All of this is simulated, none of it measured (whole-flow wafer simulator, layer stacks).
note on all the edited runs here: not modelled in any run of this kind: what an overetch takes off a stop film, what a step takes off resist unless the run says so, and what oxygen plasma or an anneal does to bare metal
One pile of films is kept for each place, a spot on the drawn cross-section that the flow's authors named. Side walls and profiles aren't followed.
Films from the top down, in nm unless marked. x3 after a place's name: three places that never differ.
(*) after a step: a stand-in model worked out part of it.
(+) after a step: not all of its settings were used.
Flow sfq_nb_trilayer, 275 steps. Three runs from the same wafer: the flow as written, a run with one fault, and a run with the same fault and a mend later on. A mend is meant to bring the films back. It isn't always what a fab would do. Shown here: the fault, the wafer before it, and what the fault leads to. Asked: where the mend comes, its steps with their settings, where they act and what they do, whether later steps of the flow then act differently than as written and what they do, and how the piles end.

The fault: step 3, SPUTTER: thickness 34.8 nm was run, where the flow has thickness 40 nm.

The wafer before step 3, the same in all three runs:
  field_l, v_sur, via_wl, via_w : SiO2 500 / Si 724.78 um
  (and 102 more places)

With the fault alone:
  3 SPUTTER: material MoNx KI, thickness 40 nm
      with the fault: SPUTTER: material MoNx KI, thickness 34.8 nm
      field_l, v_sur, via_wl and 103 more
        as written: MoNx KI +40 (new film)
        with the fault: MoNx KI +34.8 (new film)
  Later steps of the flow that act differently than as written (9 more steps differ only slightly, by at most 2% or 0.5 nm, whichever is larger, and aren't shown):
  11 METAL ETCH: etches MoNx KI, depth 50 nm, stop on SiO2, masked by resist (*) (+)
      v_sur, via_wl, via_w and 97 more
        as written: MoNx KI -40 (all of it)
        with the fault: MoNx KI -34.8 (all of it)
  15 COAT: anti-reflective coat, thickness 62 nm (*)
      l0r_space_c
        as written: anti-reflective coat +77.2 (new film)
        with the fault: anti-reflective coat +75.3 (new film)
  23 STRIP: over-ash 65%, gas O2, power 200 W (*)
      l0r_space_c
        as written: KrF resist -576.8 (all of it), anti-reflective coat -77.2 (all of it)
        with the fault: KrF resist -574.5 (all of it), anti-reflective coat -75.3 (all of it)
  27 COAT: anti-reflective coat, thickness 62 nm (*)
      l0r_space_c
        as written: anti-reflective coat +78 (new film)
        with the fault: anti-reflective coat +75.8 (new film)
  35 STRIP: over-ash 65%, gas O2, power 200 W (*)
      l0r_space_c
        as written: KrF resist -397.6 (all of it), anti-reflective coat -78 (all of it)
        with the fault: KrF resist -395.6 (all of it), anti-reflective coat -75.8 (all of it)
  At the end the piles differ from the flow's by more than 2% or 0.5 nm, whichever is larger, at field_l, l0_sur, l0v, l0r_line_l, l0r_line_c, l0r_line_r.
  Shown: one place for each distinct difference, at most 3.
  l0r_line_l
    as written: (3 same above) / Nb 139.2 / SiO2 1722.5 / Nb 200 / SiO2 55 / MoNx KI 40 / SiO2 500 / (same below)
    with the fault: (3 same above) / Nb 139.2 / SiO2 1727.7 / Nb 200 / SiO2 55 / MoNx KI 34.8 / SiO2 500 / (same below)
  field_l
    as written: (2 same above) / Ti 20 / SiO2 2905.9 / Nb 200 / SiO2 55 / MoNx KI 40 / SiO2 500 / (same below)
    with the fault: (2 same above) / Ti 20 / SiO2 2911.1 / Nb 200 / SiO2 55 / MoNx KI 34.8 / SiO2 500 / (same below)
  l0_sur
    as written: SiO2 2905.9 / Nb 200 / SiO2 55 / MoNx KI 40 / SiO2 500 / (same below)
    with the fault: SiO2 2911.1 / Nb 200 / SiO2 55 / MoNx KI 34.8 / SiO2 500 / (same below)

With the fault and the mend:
  The mend comes after step 9.
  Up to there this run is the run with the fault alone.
  9a STRIP: over-ash 65%, gas O2, power 200 W (*)
      v_sur, via_wl, via_w and 97 more
        anti-reflective coat -62 (all of it)
      field_l, l0_sur, l0v, l0r_line_l, l0r_line_c, l0r_line_r
        KrF resist -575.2 (all of it), anti-reflective coat -62 (all of it)
  9b SPUTTER: material MoNx KI, thickness 5.2 nm (the flow's step 3 once more, with other settings)
      field_l, v_sur, via_wl and 103 more
        MoNx KI +5.2
  9c COAT: anti-reflective coat, thickness 62 nm (the flow's step 4 once more)
      field_l, v_sur, via_wl and 103 more
        anti-reflective coat +62 (new film)
  9d COAT: KrF resist, thickness 600 nm (the flow's step 5 once more)
      field_l, v_sur, via_wl and 103 more
        KrF resist +600 (new film)
  9e SOFTBAKE: KrF resist (the flow's step 6 once more)
      changes no film at any place that is followed
  9f EXPOSE: photomask L0, dose 11.59 mJ/cm2, NA 0.6, wavelength 248 nm (*) (the flow's step 7 once more)
      changes no film at any place that is followed
  9g PEB: KrF resist, 90 s (the flow's step 8 once more)
      field_l, v_sur, via_wl and 103 more
        KrF resist -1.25
  9h DEVELOP: KrF resist, thickness 600 nm, 60 s (the flow's step 9 once more)
      v_sur, via_wl, via_w and 97 more
        KrF resist -598.7 (all of it)
      field_l, l0_sur, l0v, l0r_line_l, l0r_line_c, l0r_line_r
        KrF resist -23.5
  No later step of the flow acts differently than as written at any place that is followed.
  At the end the piles are the same as the flow's at every place that both follow.
